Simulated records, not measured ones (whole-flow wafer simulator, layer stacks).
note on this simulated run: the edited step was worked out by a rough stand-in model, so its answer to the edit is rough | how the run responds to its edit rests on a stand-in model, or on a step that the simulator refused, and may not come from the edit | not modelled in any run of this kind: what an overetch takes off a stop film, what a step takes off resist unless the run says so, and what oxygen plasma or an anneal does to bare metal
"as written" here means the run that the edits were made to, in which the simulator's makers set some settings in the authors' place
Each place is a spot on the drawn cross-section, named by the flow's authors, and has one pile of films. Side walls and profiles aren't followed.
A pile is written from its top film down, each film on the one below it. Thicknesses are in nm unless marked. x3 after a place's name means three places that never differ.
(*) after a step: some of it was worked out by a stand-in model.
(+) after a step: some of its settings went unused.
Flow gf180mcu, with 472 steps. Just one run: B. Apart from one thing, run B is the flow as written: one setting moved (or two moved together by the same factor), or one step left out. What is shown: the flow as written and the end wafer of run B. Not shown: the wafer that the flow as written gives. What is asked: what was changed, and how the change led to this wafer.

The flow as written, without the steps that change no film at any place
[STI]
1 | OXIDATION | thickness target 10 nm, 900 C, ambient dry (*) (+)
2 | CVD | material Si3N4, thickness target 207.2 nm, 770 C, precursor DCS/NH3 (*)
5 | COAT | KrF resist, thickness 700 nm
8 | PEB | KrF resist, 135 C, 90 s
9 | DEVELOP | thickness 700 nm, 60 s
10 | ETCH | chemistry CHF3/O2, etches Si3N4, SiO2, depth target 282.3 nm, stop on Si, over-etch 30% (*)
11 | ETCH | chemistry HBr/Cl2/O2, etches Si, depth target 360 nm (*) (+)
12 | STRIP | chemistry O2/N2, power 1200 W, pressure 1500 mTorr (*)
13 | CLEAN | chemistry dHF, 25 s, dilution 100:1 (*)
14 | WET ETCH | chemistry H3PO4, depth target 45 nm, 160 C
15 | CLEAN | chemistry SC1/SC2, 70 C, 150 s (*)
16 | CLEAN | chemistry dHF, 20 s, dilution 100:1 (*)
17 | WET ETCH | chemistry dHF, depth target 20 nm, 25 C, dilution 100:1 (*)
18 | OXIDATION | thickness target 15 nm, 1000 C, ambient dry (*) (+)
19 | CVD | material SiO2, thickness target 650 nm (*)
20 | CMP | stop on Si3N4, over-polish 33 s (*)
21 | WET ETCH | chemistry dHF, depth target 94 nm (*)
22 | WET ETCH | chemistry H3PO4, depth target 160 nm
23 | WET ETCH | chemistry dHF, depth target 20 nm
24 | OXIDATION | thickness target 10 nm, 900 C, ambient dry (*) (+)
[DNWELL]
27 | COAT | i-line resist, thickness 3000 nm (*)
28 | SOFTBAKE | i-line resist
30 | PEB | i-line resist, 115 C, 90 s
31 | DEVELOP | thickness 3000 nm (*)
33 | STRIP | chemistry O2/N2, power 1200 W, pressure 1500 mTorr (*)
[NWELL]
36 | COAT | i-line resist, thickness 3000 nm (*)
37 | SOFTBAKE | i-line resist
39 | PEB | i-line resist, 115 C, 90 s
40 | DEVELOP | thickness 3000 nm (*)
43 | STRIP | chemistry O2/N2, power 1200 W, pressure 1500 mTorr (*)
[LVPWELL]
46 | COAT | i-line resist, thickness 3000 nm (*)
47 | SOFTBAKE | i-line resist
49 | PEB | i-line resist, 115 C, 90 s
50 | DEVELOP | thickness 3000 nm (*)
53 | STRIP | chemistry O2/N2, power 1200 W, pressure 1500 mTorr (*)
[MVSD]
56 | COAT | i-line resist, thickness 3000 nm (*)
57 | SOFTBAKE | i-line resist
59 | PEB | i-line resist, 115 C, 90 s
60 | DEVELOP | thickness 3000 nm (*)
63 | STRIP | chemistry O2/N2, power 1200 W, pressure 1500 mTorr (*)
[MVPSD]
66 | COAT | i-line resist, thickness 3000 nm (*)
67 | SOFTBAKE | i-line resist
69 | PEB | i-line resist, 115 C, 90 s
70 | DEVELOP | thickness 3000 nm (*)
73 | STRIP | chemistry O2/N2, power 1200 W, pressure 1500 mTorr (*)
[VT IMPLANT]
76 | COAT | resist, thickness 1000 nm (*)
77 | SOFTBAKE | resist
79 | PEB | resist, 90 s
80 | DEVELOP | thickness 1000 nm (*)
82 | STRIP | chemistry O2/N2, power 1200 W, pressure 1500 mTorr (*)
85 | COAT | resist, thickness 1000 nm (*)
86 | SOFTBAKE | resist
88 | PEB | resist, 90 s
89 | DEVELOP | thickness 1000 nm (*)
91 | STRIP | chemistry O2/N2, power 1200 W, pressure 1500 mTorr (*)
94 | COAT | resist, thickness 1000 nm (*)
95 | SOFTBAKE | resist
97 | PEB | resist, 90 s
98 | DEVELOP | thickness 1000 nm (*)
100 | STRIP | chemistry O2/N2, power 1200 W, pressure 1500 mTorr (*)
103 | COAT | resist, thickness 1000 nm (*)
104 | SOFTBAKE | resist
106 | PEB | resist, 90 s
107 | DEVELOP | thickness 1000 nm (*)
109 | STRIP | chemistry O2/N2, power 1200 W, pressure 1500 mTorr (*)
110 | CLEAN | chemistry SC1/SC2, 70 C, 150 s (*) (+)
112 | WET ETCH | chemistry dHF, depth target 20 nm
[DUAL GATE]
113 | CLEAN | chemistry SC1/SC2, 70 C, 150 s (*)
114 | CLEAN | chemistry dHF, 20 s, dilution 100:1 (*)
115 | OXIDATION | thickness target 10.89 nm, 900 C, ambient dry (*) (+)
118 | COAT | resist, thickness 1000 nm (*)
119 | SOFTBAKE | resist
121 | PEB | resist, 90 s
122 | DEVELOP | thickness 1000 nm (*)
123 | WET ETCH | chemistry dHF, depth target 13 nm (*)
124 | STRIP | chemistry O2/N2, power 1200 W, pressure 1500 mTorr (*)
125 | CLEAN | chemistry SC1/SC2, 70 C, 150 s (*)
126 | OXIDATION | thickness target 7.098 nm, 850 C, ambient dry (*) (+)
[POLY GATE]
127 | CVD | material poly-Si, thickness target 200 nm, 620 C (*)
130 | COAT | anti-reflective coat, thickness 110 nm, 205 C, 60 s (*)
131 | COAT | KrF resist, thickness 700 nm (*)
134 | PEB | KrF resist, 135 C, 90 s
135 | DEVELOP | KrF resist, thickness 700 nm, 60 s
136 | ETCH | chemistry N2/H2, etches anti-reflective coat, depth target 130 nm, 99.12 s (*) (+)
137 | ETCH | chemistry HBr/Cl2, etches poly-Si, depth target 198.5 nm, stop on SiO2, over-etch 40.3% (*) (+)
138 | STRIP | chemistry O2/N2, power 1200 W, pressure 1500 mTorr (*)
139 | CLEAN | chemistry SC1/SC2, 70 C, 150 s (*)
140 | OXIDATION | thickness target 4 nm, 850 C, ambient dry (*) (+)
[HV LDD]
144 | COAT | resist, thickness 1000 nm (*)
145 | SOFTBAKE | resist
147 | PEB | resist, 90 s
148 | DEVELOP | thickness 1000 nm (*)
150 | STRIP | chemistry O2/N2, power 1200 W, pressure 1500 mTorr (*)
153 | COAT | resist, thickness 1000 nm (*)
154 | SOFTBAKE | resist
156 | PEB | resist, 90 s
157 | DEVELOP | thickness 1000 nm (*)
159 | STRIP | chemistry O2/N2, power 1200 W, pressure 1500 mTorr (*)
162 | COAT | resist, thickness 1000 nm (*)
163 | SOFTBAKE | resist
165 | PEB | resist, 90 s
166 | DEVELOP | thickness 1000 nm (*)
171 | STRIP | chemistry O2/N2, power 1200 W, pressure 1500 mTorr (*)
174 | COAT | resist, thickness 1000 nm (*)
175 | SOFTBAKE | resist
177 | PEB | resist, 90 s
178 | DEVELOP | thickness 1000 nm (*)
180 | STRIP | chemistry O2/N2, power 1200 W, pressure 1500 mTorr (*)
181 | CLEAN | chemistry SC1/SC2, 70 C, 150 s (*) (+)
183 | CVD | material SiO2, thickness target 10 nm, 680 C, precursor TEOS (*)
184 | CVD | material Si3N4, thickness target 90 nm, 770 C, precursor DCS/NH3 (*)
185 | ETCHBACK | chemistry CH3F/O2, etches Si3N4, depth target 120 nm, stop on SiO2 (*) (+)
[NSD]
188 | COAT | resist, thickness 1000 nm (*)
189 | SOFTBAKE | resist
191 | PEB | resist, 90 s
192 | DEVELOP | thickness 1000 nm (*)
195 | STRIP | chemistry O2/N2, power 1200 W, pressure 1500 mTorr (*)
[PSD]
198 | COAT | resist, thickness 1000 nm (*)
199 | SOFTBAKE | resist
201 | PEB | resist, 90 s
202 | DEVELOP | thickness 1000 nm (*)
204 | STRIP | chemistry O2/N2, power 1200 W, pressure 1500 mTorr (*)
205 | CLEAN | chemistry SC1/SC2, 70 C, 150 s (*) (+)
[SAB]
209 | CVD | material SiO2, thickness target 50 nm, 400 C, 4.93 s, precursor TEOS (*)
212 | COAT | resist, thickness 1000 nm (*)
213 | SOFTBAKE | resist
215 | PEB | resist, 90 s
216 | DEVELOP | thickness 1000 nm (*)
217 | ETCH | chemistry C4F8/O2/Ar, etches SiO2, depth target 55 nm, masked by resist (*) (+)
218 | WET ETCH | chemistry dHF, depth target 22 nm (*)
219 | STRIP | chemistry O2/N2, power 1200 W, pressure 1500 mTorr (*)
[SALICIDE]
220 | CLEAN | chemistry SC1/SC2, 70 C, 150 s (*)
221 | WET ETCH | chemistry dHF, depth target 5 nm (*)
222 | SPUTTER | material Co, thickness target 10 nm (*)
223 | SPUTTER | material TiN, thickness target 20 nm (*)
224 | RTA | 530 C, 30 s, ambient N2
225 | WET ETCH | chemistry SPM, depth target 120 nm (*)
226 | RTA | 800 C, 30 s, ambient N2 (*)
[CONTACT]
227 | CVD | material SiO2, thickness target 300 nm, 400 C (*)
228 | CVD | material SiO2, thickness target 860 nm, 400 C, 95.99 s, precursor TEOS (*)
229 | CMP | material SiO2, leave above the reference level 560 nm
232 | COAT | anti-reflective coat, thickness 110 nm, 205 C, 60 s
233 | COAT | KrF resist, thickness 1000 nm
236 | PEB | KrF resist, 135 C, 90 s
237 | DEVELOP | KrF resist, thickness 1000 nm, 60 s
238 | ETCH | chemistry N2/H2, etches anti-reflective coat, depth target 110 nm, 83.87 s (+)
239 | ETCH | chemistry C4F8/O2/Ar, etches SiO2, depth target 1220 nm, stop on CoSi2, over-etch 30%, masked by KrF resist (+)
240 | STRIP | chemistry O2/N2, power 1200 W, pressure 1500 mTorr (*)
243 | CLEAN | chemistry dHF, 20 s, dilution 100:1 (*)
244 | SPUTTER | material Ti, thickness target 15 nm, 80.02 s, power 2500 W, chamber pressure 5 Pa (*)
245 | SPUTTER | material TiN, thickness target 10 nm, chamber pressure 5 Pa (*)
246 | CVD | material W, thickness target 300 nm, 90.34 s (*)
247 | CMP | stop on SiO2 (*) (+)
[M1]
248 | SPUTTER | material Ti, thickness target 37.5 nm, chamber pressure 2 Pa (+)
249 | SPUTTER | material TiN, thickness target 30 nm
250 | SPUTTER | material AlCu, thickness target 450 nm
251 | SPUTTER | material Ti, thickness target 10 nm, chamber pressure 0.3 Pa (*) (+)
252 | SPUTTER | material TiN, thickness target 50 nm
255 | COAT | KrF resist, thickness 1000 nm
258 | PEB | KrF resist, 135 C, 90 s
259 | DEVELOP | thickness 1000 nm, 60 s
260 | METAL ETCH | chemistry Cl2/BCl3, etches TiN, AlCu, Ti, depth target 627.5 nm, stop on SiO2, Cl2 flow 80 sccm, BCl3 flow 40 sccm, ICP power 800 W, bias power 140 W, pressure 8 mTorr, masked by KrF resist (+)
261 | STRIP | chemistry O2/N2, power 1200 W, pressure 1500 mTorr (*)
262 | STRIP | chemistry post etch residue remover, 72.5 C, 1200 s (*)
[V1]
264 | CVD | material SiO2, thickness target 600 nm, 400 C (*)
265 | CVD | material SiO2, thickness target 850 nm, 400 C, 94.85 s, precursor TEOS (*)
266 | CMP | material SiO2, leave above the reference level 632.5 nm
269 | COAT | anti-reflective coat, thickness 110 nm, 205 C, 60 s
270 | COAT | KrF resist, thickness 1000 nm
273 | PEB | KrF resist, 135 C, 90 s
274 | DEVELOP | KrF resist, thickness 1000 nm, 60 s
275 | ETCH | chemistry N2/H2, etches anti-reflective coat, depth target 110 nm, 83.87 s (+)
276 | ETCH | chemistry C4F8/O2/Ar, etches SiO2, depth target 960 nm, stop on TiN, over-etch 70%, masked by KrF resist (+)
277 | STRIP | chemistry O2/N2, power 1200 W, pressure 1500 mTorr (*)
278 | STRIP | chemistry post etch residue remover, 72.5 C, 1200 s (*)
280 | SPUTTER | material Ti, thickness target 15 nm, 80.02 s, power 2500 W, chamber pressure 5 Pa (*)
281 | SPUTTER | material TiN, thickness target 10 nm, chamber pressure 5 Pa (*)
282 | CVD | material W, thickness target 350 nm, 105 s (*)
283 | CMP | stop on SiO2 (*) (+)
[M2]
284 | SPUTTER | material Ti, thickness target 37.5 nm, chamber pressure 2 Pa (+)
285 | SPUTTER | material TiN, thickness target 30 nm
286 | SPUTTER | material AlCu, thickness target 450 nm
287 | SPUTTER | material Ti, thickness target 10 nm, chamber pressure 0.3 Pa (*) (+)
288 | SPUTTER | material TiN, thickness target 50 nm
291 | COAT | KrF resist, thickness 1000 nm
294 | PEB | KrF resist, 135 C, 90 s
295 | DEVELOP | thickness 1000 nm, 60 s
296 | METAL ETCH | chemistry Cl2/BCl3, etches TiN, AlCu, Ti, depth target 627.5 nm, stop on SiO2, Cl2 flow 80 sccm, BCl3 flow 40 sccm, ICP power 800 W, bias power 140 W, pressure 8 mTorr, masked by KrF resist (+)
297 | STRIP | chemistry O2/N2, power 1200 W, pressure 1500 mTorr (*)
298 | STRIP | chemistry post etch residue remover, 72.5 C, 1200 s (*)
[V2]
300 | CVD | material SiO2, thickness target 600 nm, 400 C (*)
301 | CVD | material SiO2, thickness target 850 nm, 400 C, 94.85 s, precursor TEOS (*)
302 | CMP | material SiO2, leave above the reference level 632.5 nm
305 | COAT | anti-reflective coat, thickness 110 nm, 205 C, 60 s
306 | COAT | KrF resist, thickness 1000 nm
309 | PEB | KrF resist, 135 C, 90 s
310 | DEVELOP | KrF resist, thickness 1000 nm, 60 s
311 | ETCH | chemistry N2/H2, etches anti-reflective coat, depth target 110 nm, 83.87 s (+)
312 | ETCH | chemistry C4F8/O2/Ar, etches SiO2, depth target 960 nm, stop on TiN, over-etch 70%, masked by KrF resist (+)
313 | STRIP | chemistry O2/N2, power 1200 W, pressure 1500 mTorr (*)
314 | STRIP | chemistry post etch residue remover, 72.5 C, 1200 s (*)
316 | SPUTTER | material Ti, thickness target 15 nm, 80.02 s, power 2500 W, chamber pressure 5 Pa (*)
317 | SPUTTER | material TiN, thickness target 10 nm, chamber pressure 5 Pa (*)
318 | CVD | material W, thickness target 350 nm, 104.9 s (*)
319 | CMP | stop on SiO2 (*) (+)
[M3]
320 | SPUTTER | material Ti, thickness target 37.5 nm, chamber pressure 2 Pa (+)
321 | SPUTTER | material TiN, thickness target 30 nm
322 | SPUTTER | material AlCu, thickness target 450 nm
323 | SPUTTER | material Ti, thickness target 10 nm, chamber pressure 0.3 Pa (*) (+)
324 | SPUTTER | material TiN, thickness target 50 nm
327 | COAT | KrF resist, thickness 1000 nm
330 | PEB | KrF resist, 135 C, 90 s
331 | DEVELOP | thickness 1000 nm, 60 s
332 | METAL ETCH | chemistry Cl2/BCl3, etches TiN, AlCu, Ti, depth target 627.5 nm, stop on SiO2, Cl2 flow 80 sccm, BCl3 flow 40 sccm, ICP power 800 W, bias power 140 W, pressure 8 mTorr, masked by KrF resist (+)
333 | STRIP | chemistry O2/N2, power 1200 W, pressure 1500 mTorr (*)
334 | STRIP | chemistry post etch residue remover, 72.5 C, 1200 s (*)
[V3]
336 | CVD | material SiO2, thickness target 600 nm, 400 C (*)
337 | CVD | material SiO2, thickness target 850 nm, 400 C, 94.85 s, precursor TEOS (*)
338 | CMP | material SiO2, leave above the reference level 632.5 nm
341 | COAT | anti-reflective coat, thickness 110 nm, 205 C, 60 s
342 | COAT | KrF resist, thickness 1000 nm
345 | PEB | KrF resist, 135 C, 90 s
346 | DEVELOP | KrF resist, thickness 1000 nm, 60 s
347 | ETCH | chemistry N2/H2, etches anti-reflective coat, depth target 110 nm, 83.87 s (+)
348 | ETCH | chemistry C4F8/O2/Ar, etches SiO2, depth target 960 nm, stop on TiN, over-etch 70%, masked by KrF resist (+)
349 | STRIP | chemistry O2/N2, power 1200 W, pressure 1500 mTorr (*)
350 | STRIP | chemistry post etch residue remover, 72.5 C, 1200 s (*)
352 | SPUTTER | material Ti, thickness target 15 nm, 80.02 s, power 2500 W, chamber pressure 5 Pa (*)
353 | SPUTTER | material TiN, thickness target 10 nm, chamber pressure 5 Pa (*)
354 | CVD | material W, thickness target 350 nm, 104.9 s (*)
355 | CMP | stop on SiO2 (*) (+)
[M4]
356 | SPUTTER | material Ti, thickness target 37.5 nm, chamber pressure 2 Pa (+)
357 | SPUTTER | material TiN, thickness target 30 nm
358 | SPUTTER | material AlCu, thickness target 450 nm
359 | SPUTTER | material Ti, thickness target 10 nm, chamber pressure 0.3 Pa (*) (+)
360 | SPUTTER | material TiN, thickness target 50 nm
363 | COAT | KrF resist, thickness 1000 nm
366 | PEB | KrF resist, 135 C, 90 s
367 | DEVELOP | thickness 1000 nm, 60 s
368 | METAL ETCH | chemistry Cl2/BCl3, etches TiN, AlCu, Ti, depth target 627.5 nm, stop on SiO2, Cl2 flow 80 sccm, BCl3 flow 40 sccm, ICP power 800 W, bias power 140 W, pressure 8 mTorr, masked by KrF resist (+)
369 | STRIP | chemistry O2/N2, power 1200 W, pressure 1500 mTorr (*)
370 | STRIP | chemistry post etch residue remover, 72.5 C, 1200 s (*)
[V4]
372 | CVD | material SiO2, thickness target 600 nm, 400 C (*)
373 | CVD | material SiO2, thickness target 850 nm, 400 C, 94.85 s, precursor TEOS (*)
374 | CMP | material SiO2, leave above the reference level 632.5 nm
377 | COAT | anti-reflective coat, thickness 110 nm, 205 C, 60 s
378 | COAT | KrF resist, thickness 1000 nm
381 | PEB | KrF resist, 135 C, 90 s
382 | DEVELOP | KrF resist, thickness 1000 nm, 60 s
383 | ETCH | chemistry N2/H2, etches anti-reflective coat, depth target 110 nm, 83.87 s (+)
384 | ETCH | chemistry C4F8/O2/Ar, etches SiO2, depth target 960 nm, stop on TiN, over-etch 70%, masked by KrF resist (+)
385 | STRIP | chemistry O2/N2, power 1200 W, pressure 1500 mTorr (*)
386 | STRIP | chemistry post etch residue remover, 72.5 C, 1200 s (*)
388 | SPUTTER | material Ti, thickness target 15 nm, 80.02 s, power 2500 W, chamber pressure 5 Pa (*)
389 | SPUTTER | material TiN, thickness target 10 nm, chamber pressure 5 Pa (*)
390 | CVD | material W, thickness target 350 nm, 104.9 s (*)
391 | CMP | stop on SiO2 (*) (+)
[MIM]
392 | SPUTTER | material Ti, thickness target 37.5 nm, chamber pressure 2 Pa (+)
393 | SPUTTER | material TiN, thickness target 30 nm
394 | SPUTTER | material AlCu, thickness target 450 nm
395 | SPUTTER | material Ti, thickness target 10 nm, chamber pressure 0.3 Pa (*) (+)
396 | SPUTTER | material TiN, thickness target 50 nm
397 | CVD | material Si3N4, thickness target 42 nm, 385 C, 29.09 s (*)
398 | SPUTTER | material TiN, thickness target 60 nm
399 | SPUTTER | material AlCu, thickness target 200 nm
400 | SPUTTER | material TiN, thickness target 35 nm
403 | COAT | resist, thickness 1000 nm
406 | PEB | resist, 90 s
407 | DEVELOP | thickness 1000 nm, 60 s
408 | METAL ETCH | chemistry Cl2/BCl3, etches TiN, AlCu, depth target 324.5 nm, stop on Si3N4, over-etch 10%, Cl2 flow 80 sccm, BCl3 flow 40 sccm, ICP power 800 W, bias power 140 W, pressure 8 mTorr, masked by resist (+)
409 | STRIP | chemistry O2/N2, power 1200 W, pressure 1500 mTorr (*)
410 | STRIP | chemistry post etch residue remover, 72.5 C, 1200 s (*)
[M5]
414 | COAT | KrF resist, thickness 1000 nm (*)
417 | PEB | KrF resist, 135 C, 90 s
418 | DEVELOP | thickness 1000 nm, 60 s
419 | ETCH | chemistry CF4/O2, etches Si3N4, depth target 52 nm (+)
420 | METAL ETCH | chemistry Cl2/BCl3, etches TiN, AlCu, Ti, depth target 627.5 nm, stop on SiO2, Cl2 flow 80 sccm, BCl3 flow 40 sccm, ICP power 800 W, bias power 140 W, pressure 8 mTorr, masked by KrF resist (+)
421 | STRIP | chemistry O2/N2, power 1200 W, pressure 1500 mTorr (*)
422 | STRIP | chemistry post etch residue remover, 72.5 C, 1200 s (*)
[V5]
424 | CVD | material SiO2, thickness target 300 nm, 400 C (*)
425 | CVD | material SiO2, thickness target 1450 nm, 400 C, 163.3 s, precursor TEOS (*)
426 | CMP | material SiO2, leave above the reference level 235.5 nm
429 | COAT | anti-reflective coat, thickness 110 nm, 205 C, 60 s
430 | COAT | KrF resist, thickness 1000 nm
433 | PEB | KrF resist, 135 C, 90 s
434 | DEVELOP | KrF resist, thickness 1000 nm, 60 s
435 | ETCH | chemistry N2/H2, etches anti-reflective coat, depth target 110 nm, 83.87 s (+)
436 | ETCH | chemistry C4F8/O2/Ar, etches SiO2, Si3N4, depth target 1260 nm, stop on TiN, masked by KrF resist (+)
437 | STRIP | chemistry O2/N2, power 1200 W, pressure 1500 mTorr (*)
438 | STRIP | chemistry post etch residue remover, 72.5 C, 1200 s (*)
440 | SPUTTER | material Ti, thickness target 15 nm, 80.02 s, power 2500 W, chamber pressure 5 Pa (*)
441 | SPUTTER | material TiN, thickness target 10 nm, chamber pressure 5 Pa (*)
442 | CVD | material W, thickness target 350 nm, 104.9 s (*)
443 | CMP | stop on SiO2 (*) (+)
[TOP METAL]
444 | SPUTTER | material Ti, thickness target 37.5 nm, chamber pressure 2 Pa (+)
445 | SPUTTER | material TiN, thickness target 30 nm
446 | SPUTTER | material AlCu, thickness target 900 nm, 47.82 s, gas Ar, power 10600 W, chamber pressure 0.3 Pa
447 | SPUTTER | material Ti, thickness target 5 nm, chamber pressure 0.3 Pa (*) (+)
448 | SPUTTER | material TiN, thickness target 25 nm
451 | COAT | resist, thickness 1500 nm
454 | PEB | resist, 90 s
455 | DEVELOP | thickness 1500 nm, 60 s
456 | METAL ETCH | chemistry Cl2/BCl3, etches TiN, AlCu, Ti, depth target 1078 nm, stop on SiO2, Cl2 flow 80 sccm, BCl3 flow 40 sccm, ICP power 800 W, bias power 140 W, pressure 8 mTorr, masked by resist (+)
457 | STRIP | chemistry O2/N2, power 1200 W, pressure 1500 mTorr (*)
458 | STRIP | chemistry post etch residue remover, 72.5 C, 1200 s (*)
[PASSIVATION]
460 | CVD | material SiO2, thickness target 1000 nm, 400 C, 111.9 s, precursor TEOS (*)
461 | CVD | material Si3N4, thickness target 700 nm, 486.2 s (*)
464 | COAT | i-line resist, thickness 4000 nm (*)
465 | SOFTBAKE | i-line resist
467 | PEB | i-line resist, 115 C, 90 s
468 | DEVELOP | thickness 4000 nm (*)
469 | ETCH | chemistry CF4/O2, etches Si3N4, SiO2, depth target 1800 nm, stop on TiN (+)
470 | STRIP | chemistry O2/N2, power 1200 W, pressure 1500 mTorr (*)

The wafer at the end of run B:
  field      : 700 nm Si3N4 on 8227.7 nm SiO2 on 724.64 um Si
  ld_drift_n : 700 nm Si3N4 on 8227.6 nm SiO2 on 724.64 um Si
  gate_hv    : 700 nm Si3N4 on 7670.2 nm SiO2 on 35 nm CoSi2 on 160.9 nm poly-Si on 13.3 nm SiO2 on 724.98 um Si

What caused this: step 115, OXIDATION: thickness target 9.798 nm was run, whereas the flow has thickness target 10.89 nm.

The path from the change to this, step by step:
  115 | OXIDATION | thickness target 10.89 nm, 900 C, ambient dry (*) (+)
      active, n_well, p_well and 40 more: +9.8 SiO2 (new film), -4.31 Si (it would be, as written: +10.9 SiO2 (new film), -4.79 Si)
  123 | WET ETCH | chemistry dHF, depth target 13 nm (*)
      active, n_well, p_well and 12 more: -9.8 SiO2 (all of it) (it would be, as written: -10.9 SiO2 (all of it))
  189 | SOFTBAKE | resist
      nw_enc_fld_lv__w3: -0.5 resist (it would be, as written: +0.35 resist)
  199 | SOFTBAKE | resist
      nw_enc_fld_lv__w3: -0.5 resist (it would be, as written: +0.35 resist)
  218 | WET ETCH | chemistry dHF, depth target 22 nm (*)
      ldn_tap, ldn_src, ldn_drn, ldp_tap, ldp_src, ldp_drn, ldp_gr: -15 SiO2 (all of it) (it would be, as written: -16 SiO2 (all of it))
      ld_drn_n, ld_sd_p: -13.8 SiO2 (all of it) (it would be, as written: -14.8 SiO2 (all of it))
      (also at 5 further places)
  223 | SPUTTER | material TiN, thickness target 20 nm (*)
      field__w12: +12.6 TiN (new film) (it would be, as written: +12 TiN (new film))
  225 | WET ETCH | chemistry SPM, depth target 120 nm (*)
      field__w12: -12.6 TiN (all of it), -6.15 Co (all of it) (it would be, as written: -12 TiN (all of it), -6.15 Co (all of it))
